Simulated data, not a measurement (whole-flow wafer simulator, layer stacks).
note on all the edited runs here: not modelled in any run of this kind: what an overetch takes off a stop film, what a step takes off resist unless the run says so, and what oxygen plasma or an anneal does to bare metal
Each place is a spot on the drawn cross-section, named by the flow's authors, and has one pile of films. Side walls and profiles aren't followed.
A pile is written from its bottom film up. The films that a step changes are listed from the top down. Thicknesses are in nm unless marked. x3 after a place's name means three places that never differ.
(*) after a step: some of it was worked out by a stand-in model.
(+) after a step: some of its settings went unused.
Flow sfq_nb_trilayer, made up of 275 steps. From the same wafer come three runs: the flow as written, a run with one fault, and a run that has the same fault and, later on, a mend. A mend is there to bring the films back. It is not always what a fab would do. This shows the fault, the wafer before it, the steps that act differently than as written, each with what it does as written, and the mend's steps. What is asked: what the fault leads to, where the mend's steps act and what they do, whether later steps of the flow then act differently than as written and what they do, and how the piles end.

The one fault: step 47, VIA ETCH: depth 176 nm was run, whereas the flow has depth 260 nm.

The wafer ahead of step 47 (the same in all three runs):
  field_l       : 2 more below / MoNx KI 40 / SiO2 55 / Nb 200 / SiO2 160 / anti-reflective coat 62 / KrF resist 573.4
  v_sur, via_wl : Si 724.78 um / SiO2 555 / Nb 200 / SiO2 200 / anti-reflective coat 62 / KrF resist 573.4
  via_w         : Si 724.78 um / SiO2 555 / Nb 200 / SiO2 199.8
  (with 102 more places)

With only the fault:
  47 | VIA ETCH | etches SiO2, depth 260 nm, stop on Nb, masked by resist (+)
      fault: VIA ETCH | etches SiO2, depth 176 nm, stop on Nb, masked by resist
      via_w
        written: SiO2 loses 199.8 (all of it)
        fault: SiO2 loses 176
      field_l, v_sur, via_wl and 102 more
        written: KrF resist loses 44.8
        fault: KrF resist loses 30.3
  Steps further on in the flow that do not act as written (3 other steps are not shown; they differ only slightly, by no more than 2% or 0.5 nm, whichever is larger):
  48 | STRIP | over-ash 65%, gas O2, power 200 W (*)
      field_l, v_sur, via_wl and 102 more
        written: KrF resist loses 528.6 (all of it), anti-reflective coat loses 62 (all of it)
        fault: KrF resist loses 543.1 (all of it), anti-reflective coat loses 62 (all of it)
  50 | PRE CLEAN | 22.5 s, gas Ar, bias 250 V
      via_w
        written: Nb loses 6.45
        fault: SiO2 loses 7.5
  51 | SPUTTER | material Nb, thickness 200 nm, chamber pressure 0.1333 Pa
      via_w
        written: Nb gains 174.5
        fault: Nb gains 179.2 (new film)
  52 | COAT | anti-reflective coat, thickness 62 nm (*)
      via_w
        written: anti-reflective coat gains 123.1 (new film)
        fault: anti-reflective coat gains 116.6 (new film)
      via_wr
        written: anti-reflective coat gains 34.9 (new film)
        fault: anti-reflective coat gains 33.7 (new film)
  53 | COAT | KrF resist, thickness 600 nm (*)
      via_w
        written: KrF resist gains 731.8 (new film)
        fault: KrF resist gains 714 (new film)
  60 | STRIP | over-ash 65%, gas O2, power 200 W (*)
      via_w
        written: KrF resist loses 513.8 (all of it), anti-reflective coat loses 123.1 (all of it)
        fault: KrF resist loses 496.1 (all of it), anti-reflective coat loses 116.6 (all of it)
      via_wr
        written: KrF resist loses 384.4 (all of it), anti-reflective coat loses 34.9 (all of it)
        fault: KrF resist loses 388.1 (all of it), anti-reflective coat loses 33.7 (all of it)
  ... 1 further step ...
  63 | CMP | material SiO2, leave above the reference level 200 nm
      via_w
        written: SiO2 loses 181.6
        fault: SiO2 loses 157.1
  By the end, the piles at via_w depart from the flow's by more than 2% or 0.5 nm, whichever is larger.
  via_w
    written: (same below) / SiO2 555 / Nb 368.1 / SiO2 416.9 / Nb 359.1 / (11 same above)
    fault: (same below) / SiO2 555 / Nb 200 / SiO2 16.3 / Nb 179.2 / SiO2 389.4 / Nb 359.1 / (11 same above)

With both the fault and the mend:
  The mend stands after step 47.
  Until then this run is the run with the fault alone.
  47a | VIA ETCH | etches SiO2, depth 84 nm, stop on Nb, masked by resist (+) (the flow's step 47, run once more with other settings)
      field_l, v_sur, via_wl and 102 more
        KrF resist loses 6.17
      via_w
        SiO2 loses 23.8 (all of it)
  Every later step of the flow that is run acts as written, at every place that is followed, to within 2% or 0.5 nm, whichever is larger.
  The piles end the same as the flow's at every place that both follow.
